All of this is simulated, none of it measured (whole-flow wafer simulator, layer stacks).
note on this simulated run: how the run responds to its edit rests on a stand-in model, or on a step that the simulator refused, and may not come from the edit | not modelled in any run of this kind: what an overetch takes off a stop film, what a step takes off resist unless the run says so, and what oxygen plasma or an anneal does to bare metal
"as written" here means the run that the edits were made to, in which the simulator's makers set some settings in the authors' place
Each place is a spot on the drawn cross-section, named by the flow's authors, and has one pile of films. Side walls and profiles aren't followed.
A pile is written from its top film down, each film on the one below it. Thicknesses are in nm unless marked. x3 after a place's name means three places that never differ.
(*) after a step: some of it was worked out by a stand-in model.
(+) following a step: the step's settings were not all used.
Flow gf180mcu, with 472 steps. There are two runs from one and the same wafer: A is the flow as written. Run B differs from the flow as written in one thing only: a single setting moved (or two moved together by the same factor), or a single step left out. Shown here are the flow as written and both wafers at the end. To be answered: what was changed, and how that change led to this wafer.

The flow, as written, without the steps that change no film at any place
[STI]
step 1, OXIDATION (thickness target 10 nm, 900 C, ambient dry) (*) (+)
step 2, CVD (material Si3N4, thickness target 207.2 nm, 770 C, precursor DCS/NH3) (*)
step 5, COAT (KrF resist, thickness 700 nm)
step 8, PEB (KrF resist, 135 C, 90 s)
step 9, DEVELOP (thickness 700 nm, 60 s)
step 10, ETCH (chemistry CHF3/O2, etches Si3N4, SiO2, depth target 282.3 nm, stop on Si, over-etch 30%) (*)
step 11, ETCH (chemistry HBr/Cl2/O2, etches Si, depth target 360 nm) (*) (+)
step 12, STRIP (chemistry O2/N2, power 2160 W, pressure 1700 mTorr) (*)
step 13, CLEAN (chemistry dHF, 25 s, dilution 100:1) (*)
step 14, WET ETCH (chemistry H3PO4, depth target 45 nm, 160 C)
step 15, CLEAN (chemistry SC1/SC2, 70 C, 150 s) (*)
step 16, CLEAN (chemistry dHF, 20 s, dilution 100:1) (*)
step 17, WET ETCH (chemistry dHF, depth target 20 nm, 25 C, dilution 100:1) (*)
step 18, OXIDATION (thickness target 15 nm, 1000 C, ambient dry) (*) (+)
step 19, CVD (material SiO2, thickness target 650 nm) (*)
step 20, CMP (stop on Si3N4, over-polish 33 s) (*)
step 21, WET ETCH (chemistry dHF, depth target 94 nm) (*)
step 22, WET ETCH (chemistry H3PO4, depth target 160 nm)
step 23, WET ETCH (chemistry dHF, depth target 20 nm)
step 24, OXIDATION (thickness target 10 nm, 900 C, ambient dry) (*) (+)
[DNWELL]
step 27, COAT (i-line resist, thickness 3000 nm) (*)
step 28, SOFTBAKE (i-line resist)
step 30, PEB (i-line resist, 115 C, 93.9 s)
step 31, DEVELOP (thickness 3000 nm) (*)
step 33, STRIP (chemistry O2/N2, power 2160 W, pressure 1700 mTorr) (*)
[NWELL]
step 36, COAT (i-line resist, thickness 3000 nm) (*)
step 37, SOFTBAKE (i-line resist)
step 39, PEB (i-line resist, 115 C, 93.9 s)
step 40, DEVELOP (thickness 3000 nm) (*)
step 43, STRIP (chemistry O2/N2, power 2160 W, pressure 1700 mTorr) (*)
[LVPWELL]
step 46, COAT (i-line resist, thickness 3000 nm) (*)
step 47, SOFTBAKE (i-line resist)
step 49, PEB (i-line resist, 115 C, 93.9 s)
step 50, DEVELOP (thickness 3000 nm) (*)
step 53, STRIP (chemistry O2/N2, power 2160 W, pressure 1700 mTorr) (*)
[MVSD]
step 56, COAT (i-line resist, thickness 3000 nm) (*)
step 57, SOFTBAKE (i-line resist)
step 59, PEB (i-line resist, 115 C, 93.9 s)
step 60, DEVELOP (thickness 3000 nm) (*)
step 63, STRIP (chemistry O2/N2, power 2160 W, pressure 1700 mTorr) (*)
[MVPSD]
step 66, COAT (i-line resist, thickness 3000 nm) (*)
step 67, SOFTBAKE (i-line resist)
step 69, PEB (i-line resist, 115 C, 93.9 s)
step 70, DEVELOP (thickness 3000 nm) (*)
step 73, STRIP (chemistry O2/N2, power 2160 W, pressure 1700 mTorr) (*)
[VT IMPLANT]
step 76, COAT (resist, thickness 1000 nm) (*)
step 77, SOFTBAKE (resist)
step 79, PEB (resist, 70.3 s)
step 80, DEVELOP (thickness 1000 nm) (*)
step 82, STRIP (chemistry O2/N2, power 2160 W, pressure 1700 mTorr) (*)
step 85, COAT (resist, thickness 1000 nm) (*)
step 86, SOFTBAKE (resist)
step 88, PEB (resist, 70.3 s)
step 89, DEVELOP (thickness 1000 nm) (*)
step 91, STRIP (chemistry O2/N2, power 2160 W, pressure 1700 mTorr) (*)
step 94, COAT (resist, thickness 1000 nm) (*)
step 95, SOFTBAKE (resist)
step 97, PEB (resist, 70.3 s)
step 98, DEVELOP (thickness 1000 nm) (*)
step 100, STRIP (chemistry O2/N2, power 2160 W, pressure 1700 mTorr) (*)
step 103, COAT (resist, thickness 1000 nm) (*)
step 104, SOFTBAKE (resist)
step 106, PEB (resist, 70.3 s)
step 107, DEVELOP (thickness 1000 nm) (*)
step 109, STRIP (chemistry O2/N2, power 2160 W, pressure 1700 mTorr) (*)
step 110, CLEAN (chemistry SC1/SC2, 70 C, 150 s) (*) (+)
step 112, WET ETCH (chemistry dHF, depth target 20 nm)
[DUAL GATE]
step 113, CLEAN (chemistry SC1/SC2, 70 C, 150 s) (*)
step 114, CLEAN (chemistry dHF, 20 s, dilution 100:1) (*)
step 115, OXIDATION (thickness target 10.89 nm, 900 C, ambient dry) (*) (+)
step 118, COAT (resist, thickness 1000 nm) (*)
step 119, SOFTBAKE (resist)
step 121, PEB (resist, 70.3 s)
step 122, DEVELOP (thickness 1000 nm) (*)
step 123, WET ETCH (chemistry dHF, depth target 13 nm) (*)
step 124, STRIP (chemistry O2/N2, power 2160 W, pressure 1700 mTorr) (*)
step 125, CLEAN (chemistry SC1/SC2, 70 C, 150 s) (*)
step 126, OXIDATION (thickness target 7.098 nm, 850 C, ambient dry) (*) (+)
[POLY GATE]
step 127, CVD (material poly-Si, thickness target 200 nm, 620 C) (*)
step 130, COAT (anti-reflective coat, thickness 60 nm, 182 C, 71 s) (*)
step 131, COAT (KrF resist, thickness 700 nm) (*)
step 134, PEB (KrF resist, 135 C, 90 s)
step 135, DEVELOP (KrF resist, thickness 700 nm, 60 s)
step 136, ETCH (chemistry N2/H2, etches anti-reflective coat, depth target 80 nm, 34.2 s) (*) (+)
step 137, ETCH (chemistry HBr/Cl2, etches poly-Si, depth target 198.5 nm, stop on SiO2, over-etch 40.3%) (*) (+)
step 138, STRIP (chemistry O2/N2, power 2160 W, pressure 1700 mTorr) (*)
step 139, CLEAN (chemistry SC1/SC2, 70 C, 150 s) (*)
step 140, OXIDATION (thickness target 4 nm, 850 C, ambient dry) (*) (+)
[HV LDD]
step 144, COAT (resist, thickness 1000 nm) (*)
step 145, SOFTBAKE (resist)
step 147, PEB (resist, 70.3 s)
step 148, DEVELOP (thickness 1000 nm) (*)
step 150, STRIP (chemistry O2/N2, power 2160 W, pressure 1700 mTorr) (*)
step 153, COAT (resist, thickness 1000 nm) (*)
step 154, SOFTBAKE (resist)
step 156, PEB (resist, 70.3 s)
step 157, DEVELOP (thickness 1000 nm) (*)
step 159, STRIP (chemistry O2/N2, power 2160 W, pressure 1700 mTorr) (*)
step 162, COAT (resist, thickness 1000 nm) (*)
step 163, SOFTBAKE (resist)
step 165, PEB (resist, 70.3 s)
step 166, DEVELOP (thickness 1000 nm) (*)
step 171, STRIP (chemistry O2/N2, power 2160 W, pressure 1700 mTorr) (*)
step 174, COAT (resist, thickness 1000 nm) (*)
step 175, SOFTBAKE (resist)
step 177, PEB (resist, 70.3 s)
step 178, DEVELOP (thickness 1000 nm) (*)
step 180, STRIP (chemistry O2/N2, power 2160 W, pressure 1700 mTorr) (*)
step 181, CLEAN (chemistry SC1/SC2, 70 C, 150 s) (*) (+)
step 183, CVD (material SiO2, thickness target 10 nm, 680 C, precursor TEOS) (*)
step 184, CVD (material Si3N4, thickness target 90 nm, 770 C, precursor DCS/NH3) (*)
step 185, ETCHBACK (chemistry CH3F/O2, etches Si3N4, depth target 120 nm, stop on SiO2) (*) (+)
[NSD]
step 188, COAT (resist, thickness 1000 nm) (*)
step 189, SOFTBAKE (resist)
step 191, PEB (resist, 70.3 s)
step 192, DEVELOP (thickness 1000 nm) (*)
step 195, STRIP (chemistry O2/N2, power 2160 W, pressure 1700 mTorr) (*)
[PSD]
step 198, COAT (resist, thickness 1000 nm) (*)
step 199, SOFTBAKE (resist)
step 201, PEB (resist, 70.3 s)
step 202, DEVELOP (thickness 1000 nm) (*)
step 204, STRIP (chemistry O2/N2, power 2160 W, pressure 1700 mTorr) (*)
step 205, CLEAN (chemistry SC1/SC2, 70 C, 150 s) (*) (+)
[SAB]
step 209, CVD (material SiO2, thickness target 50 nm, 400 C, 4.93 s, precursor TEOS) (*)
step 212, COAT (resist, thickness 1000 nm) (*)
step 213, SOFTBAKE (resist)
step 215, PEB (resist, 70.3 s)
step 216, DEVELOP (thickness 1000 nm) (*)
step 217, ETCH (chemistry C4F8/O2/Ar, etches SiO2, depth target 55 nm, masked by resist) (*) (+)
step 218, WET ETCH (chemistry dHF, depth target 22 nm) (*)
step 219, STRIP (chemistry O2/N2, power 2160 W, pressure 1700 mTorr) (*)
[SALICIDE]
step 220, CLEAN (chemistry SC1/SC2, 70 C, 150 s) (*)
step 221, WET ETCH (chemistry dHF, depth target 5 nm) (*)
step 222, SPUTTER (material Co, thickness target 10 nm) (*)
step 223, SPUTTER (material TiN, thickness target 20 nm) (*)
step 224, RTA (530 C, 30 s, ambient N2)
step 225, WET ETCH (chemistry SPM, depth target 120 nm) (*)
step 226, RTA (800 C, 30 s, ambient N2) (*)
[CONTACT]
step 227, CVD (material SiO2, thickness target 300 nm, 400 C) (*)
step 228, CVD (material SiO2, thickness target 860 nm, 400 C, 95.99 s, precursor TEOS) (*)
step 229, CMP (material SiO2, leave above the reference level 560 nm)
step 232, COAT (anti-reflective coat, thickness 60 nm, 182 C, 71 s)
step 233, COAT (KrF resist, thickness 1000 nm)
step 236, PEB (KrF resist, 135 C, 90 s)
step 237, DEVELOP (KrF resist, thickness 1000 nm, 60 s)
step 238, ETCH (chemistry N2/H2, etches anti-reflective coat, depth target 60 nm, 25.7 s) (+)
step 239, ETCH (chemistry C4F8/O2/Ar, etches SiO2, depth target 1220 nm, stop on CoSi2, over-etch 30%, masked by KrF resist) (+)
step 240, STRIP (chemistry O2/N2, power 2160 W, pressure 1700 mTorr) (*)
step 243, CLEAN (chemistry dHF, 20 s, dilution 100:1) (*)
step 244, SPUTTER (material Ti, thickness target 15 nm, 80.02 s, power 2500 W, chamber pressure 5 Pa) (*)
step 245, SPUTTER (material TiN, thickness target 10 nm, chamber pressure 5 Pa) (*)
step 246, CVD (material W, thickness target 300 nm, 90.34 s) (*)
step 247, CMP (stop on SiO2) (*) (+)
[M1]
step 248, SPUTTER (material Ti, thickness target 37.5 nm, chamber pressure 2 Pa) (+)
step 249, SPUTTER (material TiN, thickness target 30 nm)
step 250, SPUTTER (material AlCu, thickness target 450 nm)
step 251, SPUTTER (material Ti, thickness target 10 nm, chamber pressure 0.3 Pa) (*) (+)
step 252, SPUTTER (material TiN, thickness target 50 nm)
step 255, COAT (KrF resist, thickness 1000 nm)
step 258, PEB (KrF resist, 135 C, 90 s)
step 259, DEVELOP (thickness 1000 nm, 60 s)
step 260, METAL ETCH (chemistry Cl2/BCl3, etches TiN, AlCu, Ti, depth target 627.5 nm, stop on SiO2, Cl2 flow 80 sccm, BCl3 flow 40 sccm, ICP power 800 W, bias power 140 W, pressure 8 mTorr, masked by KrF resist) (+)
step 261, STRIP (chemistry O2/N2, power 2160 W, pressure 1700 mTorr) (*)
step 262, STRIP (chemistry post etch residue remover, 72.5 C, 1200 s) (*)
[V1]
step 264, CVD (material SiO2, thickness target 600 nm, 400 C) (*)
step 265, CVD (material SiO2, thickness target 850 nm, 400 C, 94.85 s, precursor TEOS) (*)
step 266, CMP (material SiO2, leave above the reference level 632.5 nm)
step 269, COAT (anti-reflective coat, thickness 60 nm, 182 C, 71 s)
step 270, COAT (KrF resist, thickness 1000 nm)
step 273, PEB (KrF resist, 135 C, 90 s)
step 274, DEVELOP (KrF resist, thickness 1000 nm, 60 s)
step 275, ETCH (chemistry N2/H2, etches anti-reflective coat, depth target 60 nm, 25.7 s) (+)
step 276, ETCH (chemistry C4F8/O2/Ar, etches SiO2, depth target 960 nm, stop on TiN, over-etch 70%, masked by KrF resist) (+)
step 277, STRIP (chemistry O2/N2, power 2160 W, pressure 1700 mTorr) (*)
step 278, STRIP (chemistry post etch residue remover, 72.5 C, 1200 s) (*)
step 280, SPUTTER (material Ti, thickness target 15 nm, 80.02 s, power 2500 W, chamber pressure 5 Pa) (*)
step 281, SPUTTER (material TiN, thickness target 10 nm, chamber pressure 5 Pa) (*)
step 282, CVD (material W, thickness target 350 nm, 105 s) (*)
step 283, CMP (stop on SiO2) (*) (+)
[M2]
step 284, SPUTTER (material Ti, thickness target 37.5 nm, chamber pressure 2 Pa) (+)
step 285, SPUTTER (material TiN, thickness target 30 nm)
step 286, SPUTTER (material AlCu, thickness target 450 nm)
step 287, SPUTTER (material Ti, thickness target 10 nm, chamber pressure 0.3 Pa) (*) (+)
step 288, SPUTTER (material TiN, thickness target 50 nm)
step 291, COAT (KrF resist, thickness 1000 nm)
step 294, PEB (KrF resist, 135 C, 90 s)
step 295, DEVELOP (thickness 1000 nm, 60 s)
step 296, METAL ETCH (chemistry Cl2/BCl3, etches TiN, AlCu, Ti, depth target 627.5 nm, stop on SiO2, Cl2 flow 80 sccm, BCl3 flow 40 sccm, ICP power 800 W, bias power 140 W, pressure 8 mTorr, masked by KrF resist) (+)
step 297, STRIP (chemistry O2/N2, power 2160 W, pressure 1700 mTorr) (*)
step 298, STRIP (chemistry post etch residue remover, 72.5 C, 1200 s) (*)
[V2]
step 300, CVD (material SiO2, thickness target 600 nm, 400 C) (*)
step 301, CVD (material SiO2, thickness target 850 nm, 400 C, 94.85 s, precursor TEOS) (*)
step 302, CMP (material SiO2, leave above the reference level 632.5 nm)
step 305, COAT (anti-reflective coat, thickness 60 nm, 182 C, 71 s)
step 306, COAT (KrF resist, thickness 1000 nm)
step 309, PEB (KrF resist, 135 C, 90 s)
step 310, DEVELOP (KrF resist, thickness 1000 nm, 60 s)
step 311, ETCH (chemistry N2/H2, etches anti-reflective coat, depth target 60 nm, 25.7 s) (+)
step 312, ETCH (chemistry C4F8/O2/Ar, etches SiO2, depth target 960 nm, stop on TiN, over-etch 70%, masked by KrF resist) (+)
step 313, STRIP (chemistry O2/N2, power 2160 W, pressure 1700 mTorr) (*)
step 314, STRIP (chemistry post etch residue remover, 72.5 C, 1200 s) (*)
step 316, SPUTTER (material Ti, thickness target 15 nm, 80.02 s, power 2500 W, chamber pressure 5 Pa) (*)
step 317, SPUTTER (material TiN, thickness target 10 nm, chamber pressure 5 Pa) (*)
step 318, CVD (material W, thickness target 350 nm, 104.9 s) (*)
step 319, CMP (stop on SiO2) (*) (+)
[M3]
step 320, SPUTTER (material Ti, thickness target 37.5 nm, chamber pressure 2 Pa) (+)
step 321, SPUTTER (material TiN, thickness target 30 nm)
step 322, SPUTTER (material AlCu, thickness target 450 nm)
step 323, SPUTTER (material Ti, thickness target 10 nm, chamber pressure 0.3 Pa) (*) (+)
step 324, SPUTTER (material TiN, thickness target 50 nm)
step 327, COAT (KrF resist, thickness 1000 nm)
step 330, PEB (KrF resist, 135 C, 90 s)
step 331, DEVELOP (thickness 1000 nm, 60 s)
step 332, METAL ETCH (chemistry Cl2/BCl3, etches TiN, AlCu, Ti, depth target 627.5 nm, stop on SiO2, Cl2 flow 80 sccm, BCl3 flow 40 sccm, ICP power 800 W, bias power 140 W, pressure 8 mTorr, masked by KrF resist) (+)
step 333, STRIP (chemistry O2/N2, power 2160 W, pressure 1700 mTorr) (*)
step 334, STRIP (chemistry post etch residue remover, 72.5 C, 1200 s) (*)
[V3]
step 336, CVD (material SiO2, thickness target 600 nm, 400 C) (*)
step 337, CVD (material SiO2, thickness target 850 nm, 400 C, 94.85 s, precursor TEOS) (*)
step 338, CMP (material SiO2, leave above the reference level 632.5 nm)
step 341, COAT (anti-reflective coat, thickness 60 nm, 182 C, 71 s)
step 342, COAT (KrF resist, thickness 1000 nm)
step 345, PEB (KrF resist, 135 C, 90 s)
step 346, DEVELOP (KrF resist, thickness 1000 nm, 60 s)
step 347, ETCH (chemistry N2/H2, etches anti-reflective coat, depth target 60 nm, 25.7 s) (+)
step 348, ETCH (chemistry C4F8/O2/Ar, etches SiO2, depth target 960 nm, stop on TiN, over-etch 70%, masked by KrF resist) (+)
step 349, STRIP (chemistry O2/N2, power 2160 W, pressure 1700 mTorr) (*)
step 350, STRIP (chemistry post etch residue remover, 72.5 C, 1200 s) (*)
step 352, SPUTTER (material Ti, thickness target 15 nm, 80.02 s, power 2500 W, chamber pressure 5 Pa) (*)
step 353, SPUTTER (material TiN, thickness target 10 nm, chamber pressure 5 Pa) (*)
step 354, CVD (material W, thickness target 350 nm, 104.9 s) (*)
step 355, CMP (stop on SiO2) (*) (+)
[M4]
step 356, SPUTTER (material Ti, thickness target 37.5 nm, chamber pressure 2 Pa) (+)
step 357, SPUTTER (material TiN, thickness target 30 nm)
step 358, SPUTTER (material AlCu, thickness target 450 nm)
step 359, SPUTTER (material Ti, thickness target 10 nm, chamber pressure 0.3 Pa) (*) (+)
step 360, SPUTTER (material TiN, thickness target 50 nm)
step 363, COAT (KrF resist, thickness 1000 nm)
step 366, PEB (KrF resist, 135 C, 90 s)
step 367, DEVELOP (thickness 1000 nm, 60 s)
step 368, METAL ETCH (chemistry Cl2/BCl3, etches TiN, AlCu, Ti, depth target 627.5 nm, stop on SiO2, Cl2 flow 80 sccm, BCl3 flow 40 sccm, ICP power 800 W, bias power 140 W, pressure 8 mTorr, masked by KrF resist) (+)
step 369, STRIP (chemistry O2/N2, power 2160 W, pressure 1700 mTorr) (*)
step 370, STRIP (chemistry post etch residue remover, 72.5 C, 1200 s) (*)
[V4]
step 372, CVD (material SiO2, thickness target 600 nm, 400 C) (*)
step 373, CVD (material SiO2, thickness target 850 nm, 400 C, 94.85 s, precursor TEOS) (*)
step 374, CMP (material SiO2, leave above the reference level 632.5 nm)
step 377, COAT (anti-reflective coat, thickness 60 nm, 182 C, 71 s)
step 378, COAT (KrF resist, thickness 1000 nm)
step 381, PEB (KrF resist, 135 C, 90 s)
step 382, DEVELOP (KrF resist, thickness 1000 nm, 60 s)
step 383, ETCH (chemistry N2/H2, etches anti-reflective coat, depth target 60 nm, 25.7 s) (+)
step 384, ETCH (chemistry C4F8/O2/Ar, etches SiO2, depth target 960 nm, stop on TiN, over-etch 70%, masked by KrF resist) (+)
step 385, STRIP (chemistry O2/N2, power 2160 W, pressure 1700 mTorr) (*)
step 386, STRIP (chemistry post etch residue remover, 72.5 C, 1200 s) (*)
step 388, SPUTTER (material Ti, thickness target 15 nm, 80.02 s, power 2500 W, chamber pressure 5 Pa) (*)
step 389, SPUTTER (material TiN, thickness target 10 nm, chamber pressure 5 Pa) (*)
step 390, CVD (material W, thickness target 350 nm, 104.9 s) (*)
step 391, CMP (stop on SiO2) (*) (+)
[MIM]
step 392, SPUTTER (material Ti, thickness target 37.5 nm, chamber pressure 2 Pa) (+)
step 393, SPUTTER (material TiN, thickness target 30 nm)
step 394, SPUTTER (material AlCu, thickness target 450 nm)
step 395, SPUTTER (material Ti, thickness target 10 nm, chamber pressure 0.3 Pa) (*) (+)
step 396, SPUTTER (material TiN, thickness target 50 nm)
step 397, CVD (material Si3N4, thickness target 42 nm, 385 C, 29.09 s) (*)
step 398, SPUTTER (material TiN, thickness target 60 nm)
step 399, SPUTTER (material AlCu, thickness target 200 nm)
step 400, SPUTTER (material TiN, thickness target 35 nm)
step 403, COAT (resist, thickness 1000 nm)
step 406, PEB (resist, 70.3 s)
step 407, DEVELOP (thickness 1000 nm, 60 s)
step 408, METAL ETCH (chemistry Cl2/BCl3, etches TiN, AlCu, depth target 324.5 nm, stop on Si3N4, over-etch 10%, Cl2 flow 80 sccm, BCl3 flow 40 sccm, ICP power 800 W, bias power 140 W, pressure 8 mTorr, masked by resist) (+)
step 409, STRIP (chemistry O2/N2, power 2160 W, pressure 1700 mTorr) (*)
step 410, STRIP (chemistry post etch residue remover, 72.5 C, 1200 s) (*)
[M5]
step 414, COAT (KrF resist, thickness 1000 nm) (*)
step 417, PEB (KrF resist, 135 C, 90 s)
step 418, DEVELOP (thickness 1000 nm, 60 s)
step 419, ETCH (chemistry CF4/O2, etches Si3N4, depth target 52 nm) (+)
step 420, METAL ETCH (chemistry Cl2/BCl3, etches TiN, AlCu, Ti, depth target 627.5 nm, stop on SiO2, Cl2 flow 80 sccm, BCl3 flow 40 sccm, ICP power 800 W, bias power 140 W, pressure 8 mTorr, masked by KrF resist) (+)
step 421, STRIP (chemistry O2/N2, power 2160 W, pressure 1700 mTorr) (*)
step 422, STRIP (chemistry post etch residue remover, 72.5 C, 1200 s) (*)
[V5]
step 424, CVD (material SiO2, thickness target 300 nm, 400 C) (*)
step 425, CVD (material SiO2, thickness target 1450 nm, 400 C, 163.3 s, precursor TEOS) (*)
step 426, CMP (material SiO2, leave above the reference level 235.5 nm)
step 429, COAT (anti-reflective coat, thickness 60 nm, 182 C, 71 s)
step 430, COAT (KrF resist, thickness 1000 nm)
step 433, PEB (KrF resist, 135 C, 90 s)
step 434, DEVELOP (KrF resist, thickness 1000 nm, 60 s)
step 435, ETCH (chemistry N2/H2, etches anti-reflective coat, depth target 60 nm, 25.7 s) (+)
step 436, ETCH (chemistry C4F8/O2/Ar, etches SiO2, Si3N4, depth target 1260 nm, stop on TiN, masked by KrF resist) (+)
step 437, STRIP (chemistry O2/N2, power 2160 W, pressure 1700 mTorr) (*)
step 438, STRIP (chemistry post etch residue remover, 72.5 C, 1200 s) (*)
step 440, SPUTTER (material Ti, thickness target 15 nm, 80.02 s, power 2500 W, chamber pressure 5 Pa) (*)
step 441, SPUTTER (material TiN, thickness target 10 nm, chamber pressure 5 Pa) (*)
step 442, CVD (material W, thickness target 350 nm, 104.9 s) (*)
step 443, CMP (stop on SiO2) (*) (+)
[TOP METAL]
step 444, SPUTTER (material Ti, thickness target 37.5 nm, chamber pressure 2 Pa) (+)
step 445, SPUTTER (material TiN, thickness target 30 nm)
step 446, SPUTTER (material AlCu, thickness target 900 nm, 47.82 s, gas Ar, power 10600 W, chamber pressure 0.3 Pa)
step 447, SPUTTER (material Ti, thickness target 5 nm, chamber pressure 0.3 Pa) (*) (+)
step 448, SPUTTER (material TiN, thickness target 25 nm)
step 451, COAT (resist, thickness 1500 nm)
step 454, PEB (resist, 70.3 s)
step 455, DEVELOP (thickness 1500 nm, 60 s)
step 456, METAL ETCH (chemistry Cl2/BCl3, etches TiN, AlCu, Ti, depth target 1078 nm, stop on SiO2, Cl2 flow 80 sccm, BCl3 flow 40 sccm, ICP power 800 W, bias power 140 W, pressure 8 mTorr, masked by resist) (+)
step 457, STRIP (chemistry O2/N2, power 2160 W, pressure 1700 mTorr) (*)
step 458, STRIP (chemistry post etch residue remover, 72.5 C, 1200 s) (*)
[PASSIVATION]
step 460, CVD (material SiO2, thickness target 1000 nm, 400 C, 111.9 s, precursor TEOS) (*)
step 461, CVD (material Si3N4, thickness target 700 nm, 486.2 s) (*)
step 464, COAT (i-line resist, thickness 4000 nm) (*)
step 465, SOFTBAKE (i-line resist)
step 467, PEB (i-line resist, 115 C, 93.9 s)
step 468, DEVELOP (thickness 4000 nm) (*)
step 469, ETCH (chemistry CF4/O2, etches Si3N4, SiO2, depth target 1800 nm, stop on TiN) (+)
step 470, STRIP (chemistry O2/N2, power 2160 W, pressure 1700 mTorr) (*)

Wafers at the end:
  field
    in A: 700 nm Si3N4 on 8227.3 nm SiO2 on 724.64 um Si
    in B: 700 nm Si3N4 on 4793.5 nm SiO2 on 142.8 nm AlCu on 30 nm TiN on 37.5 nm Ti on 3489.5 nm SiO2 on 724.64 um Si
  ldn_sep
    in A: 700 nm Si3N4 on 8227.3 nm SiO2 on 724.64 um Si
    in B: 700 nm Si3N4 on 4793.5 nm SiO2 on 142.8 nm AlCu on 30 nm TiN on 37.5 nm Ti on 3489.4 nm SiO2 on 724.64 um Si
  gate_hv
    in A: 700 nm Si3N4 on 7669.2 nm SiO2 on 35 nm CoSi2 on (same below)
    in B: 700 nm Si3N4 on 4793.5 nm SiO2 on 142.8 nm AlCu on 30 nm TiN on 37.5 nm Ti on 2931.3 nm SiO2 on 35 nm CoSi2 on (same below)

Cause: step 322, SPUTTER: thickness target 716 nm was run, though the flow has thickness target 450 nm.

The path from the change to this, step by step:
  step 322, SPUTTER (material AlCu, thickness target 450 nm)
      field, field__w1, field__w2 and 108 more: A +450 AlCu (new film) | B +716 AlCu (new film)
  step 332, METAL ETCH (chemistry Cl2/BCl3, etches TiN, AlCu, Ti, depth target 627.5 nm, stop on SiO2, Cl2 flow 80 sccm, BCl3 flow 40 sccm, ICP power 800 W, bias power 140 W, pressure 8 mTorr, masked by KrF resist) (+)
      field, field__w1, field__w2 and 103 more: A -50 TiN (all of it), -10 Ti (all of it), -450 AlCu (all of it), -30 TiN (all of it), -37.5 Ti (all of it) | B -50 TiN (all of it), -10 Ti (all of it), -567.5 AlCu
  step 334, STRIP (chemistry post etch residue remover, 72.5 C, 1200 s) (*)
      field, field__w1, field__w2 and 103 more: A nothing | B -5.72 AlCu
  step 336, CVD (material SiO2, thickness target 600 nm, 400 C) (*)
      field, field__w1, field__w2 and 103 more: A +600 SiO2 | B +600 SiO2 (new film)
  step 338, CMP (material SiO2, leave above the reference level 632.5 nm)
      field, field__w1, field__w2 and 103 more: A -300 SiO2 | B -244.3 SiO2
With metal films that touch counted as one body, field has 1 body; the flow as written gives 0 bodies.
With metal films that touch counted as one body, ldn_sep has 1 body; the flow as written gives 0 bodies.
With metal films that touch counted as one body, gate_hv has 2 bodies (between them, from the top down: SiO2 2931.3); the flow as written gives 1 body.
